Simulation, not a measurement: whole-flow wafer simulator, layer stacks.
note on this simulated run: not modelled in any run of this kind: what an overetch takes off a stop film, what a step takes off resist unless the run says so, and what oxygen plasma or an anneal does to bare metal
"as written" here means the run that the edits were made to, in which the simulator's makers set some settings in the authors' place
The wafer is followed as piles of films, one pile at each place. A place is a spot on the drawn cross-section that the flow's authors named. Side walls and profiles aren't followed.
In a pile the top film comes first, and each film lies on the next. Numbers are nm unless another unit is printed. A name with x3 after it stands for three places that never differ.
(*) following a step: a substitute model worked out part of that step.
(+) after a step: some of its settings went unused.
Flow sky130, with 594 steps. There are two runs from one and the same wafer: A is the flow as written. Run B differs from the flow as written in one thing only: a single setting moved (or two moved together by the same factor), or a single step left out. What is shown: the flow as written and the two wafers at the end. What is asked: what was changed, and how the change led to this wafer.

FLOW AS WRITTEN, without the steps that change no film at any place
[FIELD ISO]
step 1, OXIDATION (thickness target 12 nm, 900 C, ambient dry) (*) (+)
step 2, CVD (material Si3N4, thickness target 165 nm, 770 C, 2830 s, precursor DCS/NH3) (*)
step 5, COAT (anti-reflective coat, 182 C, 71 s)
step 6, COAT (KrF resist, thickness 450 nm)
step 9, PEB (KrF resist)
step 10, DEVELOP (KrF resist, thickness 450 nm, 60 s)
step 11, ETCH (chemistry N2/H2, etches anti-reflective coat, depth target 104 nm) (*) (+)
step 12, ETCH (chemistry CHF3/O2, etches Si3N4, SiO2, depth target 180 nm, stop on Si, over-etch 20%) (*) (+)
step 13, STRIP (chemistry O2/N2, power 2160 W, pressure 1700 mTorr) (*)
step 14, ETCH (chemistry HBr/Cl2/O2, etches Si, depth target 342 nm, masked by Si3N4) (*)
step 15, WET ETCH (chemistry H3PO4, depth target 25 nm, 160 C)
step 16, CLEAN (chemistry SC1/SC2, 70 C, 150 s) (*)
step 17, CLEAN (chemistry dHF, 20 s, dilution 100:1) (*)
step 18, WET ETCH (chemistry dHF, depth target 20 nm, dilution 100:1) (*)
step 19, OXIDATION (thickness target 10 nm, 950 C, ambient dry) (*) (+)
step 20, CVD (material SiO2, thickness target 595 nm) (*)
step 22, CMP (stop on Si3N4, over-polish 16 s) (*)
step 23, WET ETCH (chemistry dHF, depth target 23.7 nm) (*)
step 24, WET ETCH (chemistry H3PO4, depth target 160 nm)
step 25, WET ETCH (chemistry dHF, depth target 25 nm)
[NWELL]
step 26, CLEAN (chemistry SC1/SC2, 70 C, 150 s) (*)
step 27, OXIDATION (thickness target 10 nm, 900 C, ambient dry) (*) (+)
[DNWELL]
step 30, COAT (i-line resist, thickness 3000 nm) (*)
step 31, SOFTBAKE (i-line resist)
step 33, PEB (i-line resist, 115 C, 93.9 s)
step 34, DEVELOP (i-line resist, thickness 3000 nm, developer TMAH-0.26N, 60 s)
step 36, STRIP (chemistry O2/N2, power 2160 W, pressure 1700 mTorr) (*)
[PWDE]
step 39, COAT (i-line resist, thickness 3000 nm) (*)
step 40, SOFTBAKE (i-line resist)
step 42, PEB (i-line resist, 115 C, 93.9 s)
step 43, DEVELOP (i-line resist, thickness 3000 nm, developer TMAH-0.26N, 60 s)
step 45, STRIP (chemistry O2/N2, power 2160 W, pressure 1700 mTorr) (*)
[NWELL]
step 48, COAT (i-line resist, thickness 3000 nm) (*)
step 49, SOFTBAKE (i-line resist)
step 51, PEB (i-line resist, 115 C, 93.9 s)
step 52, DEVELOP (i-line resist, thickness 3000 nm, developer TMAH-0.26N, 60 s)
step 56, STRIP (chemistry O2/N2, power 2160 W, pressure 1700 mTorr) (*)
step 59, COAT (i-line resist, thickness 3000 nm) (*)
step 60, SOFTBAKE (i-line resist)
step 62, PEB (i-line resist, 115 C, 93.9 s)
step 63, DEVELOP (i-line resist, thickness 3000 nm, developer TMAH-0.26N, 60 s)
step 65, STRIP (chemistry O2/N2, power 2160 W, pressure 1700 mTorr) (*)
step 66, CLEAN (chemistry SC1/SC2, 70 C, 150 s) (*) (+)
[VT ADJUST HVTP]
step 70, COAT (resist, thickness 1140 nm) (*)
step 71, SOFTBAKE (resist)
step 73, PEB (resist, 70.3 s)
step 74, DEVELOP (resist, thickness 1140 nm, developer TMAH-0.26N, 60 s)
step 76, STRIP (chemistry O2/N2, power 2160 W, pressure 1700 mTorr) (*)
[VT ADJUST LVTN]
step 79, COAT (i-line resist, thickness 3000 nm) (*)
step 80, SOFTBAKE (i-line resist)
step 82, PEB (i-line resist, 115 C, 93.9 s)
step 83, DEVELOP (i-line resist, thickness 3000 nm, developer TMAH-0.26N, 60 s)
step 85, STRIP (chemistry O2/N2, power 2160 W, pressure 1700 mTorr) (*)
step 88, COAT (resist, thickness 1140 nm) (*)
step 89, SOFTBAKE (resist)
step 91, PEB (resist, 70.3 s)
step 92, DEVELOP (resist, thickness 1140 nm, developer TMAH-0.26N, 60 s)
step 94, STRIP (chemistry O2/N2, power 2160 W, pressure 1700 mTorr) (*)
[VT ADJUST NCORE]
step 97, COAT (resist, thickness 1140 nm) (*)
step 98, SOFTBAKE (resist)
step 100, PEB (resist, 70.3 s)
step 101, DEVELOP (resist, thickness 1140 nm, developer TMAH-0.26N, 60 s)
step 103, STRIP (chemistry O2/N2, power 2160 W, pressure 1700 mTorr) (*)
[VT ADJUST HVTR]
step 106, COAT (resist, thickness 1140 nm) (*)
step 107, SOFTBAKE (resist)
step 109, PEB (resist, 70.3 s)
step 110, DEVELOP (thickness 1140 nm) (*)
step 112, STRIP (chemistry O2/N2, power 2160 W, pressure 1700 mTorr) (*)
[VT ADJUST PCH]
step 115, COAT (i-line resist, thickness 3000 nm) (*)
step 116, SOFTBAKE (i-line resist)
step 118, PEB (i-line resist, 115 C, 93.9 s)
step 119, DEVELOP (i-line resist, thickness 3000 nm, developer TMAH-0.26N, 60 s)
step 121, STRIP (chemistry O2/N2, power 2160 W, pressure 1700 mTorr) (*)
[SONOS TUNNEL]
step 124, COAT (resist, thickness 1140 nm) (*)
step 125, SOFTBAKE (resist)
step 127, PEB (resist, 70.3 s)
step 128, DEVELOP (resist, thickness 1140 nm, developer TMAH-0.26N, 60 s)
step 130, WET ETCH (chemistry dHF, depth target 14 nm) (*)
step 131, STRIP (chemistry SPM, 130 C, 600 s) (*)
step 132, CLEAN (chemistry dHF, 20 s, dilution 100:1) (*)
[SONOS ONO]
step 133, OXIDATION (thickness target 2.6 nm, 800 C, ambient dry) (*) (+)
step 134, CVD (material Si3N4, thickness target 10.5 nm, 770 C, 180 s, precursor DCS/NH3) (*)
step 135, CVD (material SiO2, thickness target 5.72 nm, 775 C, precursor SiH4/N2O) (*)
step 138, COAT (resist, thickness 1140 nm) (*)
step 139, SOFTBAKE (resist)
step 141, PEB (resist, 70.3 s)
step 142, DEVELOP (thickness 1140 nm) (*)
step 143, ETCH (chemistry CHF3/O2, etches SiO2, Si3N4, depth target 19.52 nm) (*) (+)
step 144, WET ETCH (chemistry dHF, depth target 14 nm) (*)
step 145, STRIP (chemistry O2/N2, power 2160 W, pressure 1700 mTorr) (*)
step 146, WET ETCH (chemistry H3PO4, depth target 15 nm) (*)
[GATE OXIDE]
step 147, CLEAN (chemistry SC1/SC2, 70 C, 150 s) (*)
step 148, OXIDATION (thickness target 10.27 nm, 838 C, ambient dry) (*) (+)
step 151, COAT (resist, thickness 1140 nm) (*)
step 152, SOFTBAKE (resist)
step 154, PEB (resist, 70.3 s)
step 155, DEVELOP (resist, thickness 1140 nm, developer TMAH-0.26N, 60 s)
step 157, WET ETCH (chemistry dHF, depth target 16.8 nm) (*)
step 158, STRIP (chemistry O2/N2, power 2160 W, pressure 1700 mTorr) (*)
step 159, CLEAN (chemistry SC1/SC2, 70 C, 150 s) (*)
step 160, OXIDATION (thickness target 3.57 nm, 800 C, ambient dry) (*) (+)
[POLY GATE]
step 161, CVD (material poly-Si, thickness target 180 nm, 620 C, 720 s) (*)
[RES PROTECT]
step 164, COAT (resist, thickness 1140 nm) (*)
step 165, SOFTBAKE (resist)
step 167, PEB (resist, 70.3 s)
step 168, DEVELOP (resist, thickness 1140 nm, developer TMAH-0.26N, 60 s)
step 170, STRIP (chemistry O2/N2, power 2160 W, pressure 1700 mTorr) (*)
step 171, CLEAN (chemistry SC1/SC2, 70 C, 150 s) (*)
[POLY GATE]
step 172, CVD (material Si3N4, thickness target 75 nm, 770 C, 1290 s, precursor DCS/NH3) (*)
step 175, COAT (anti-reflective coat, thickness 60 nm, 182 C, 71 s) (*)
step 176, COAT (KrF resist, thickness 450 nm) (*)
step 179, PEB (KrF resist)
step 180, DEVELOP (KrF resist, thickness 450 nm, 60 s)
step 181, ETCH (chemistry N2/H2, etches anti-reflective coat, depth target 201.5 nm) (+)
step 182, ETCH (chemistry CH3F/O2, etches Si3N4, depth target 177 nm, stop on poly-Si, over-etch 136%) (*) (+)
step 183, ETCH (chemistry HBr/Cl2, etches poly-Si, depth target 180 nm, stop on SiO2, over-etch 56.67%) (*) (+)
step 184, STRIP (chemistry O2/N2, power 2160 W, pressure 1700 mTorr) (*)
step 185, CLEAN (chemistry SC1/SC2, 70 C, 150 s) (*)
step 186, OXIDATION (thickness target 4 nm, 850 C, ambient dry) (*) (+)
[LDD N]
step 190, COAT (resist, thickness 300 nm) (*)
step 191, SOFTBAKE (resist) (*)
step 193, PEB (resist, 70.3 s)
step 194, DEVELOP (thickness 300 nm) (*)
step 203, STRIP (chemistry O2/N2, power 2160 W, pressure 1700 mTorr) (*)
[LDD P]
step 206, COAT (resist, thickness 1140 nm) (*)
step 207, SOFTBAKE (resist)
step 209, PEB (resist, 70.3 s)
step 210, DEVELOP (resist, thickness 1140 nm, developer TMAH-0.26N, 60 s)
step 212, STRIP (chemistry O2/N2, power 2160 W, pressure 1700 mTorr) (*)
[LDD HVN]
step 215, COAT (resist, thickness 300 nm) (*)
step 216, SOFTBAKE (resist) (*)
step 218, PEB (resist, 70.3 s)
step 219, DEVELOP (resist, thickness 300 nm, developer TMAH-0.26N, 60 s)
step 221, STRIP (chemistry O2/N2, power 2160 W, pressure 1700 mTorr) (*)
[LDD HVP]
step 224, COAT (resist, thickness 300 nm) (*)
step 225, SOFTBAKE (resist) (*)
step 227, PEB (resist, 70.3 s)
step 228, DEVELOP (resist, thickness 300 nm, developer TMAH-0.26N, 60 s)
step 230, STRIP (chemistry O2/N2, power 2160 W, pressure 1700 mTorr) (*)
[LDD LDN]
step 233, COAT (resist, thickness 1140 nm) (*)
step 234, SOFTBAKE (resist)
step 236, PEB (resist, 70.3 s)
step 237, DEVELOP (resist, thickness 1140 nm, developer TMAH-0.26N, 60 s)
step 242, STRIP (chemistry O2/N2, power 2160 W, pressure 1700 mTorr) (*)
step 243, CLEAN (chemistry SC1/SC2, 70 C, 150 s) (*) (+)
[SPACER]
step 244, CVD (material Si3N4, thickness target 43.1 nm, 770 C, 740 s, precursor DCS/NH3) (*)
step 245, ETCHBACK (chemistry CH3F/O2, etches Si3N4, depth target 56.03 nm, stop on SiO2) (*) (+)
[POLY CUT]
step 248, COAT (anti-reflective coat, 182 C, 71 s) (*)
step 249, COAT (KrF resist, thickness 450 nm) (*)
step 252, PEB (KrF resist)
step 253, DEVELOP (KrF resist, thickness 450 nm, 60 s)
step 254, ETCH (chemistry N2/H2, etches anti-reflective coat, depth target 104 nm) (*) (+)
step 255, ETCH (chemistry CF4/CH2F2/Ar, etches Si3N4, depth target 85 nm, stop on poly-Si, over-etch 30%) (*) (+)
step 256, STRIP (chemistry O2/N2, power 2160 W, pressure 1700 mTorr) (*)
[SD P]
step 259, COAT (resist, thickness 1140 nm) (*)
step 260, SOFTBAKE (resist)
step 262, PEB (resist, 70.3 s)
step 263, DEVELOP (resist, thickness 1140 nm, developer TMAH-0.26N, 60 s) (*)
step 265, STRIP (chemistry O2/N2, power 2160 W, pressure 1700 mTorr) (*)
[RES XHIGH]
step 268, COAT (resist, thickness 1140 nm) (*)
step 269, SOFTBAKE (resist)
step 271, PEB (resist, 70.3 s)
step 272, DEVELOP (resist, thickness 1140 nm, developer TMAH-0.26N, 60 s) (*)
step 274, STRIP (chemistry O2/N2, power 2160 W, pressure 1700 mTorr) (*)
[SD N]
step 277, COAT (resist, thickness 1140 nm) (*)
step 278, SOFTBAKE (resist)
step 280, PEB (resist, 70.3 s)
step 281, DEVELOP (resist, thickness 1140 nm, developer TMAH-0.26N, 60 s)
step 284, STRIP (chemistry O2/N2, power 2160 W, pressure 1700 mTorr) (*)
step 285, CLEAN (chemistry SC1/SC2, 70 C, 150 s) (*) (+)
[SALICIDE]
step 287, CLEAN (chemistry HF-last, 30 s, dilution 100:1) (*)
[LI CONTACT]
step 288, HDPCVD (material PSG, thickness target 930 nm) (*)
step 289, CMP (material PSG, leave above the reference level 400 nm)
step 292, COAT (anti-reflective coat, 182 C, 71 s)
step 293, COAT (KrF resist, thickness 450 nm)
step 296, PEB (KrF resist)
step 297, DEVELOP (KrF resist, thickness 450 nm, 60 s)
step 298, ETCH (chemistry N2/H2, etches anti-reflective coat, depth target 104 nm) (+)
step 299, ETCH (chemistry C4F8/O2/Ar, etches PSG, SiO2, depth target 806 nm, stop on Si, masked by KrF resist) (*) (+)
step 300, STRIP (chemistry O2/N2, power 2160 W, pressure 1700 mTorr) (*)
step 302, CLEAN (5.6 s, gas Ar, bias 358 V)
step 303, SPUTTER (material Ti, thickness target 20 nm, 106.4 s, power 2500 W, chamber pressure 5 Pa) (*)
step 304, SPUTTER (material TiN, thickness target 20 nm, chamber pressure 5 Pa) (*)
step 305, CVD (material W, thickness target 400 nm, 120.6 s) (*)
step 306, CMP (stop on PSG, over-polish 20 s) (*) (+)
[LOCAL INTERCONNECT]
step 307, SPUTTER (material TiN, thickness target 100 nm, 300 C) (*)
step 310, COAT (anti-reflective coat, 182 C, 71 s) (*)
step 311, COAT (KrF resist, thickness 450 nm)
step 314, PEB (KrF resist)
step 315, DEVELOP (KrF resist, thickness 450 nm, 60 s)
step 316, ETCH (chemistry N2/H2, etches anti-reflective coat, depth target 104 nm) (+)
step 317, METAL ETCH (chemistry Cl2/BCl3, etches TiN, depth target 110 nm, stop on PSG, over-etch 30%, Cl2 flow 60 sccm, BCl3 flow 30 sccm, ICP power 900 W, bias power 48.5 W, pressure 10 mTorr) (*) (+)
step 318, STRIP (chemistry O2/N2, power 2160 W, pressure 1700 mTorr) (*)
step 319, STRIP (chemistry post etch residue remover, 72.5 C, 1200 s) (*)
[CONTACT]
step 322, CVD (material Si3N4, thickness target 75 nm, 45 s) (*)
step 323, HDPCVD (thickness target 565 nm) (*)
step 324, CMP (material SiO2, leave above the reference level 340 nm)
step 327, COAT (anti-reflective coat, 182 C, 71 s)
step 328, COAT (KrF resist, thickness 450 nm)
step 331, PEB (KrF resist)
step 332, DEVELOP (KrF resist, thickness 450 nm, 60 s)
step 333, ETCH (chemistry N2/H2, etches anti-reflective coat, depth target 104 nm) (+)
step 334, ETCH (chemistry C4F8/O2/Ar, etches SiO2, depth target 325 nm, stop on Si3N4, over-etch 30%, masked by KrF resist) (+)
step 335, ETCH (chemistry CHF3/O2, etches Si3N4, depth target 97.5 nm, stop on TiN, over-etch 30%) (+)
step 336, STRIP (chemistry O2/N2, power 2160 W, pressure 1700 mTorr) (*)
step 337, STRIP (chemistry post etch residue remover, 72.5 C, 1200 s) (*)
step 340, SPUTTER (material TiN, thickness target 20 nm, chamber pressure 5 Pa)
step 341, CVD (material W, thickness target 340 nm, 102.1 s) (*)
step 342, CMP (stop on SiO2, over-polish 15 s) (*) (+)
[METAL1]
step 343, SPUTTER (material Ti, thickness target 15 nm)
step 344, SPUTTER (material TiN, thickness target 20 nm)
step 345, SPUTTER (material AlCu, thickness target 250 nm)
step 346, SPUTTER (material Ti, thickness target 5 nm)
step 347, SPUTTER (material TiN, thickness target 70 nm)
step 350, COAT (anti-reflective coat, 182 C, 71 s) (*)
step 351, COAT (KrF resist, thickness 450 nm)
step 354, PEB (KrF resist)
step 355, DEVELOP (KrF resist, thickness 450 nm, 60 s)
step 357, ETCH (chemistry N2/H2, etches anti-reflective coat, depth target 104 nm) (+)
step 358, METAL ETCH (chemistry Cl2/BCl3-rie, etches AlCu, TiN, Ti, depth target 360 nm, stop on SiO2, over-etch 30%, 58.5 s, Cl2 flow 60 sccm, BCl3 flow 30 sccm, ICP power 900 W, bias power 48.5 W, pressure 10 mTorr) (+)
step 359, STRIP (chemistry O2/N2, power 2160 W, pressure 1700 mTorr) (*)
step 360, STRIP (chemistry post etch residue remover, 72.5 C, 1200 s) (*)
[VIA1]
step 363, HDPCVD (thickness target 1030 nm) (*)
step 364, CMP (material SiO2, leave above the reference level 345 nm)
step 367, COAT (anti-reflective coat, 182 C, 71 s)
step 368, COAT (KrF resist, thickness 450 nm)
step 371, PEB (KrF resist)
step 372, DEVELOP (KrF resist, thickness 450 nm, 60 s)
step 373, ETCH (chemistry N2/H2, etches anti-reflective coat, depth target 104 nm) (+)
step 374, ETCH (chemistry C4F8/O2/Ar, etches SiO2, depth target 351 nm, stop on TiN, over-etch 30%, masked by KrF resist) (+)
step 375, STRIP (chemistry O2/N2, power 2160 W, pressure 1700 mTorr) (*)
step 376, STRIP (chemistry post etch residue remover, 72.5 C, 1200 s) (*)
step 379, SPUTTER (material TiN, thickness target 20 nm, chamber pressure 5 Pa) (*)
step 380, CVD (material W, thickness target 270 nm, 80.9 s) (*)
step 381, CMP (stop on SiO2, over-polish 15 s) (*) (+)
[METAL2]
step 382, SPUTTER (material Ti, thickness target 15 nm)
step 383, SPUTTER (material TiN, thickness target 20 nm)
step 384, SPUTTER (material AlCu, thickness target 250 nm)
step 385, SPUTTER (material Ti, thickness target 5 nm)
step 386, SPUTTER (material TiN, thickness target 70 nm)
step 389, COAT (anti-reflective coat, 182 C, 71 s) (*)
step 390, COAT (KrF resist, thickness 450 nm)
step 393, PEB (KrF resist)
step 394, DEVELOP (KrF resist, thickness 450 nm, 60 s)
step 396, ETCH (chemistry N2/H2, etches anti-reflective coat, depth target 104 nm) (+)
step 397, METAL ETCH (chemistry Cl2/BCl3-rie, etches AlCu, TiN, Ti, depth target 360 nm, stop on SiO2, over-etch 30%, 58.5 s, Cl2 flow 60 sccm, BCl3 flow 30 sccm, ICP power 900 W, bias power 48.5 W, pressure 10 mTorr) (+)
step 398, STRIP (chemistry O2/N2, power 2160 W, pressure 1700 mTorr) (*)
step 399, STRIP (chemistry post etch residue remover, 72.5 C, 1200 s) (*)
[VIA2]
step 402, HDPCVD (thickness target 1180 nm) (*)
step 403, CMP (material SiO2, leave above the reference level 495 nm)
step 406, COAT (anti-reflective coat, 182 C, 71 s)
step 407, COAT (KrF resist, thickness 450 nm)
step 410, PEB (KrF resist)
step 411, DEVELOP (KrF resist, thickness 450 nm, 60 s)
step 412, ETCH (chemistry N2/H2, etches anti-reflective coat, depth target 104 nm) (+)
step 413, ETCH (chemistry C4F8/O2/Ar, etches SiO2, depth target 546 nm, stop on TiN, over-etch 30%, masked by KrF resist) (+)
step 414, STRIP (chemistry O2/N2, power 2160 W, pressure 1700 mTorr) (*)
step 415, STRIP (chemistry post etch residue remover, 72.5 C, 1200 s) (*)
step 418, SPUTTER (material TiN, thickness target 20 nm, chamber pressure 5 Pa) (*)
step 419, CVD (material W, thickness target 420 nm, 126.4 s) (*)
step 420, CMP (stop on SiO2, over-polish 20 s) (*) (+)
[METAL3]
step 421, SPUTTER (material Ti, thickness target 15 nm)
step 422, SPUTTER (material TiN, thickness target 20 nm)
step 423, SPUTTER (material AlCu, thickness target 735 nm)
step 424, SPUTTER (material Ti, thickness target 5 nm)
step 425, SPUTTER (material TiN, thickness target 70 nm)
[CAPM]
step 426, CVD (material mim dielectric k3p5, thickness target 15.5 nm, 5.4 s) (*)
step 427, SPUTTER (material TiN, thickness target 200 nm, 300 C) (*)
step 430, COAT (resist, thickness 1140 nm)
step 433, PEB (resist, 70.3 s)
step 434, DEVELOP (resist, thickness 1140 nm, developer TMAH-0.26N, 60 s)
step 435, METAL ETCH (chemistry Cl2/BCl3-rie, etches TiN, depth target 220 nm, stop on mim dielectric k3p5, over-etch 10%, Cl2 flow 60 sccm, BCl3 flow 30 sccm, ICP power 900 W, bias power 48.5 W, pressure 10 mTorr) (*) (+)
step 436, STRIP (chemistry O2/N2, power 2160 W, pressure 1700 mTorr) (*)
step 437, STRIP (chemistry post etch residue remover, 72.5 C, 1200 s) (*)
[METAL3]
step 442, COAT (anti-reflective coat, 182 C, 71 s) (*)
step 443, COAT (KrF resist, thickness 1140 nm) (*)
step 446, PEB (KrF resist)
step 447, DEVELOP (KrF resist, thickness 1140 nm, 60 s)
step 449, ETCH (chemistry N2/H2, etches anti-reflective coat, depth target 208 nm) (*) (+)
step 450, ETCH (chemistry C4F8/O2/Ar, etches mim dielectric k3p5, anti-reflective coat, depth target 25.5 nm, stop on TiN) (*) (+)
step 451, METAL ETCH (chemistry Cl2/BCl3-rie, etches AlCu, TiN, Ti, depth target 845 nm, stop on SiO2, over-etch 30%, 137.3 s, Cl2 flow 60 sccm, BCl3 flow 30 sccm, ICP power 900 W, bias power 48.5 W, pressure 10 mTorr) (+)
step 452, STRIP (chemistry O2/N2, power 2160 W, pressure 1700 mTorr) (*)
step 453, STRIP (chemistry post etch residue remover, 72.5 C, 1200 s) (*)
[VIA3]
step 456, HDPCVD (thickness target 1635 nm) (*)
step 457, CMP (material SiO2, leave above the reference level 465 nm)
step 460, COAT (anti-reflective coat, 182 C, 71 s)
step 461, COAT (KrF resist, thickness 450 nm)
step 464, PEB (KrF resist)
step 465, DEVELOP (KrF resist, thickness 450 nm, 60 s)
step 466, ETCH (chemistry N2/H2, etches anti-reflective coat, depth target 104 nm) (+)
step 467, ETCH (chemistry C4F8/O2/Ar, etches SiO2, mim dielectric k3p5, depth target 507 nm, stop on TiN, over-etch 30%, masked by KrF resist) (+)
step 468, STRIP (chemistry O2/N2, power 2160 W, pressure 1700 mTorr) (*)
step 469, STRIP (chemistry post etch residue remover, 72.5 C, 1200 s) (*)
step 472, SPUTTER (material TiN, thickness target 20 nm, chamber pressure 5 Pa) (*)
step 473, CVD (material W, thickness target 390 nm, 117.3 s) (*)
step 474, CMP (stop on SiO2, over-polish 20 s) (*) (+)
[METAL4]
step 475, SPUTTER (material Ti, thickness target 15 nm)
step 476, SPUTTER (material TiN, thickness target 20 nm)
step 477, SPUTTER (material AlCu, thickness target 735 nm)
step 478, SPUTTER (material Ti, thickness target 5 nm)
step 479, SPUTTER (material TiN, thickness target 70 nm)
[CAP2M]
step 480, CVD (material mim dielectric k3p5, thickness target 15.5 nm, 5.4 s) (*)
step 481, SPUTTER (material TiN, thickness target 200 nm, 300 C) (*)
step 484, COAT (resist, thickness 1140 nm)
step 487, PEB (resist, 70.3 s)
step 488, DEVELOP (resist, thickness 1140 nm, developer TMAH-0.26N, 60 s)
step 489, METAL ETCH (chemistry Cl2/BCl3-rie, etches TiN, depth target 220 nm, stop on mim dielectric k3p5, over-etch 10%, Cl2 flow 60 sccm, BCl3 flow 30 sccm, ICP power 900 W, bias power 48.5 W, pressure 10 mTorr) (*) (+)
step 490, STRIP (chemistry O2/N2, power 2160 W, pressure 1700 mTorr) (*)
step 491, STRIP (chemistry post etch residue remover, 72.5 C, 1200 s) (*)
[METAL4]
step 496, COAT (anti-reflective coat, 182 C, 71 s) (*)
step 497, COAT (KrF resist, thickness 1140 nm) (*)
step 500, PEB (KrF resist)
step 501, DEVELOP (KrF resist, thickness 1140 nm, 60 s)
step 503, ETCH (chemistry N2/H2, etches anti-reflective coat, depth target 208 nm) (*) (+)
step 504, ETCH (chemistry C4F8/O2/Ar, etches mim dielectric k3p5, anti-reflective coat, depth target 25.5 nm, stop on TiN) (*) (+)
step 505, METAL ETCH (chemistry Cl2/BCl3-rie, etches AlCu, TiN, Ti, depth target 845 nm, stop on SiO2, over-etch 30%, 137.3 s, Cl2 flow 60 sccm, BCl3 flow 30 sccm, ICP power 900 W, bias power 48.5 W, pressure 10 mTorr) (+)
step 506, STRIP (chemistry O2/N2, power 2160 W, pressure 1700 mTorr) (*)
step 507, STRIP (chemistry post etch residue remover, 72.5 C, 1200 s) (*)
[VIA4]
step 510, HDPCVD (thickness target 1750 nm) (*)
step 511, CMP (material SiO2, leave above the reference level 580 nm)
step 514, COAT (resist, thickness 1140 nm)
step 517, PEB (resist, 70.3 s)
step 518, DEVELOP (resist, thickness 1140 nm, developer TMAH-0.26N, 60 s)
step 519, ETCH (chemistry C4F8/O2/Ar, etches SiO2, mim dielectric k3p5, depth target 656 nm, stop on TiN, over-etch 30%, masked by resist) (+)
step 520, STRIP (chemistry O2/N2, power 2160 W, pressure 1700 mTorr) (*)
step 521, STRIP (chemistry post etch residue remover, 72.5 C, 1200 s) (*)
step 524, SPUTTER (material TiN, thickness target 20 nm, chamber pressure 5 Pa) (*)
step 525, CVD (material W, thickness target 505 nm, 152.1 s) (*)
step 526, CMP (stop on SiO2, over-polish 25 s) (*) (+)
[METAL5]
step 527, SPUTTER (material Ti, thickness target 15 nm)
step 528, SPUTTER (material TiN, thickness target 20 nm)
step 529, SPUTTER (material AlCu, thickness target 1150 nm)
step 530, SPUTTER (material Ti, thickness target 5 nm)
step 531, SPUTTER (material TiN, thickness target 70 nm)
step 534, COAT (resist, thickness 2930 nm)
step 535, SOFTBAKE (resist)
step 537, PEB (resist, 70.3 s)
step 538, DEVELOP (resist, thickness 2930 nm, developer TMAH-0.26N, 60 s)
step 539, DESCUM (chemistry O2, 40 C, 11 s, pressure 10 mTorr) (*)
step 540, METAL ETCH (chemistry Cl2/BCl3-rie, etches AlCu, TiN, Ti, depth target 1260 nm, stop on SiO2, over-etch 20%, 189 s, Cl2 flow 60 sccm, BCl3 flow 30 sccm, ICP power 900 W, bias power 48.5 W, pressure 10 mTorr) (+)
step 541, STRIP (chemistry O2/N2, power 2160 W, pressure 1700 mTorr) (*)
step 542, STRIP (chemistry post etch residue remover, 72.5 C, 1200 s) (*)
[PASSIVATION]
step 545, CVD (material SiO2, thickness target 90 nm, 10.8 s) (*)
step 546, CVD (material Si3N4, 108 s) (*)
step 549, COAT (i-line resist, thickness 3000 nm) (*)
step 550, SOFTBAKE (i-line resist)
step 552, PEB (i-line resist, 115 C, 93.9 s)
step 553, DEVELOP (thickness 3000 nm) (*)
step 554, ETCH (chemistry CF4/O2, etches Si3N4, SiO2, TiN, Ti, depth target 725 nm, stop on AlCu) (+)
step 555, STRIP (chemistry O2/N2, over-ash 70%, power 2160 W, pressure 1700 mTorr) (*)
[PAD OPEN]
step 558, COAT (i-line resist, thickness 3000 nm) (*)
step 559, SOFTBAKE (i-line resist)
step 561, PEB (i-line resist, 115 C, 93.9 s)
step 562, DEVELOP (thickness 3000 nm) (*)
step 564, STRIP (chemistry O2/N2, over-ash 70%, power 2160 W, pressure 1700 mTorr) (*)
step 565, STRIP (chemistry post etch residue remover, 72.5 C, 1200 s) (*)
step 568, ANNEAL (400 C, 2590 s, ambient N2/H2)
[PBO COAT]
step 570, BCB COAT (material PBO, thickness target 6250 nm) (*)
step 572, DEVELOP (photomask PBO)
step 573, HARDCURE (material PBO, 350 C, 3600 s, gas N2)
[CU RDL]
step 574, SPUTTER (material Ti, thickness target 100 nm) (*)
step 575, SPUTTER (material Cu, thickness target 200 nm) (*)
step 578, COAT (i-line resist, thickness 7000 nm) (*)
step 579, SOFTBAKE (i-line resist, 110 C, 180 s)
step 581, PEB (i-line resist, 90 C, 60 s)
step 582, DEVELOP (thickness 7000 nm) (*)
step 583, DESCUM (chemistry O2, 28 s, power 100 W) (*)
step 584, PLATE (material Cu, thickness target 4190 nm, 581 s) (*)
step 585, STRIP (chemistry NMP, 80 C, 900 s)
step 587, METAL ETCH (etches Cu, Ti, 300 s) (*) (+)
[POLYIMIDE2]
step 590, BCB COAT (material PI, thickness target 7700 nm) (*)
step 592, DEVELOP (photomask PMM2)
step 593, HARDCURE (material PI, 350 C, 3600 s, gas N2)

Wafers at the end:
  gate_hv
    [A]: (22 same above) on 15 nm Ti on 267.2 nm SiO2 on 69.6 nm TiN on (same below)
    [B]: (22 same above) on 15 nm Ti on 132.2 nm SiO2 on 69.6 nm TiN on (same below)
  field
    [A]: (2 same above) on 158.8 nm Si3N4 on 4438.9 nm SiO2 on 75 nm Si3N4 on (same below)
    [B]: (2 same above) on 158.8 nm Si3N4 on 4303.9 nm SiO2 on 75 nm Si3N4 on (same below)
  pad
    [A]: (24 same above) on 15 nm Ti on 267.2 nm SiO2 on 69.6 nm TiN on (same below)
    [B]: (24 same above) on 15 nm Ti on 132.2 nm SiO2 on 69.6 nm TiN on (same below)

What caused this: step 364, CMP: leave above the reference level 210 nm was run, though the flow has leave above the reference level 345 nm.

Step by step, how the change led to this:
  step 364, CMP (material SiO2, leave above the reference level 345 nm)
      n_well, p_well, gate_hv and 100 more: A -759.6 SiO2 | B -894.6 SiO2
      field, active, gate and 81 more: A -389.1 SiO2 | B -524.1 SiO2
      (also at 4 further places)
  step 374, ETCH (chemistry C4F8/O2/Ar, etches SiO2, depth target 351 nm, stop on TiN, over-etch 30%, masked by KrF resist) (+)
      field, active, n_well and 186 more: A -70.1 KrF resist | B -35 KrF resist
      m1, via1_hole: A -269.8 SiO2 (all of it) | B -134.8 SiO2 (all of it)
  step 375, STRIP (chemistry O2/N2, power 2160 W, pressure 1700 mTorr) (*)
      field, active, n_well and 186 more: A -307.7 KrF resist (all of it), -80 anti-reflective coat (all of it) | B -342.8 KrF resist (all of it), -80 anti-reflective coat (all of it)
  step 379, SPUTTER (material TiN, thickness target 20 nm, chamber pressure 5 Pa) (*)
      m1: A +11 TiN | B +13.9 TiN
      via1_hole: A +10.9 TiN | B +13.9 TiN
  step 380, CVD (material W, thickness target 270 nm, 80.9 s) (*)
      m1, via1_hole: A +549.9 W (new film) | B +411.9 W (new film)
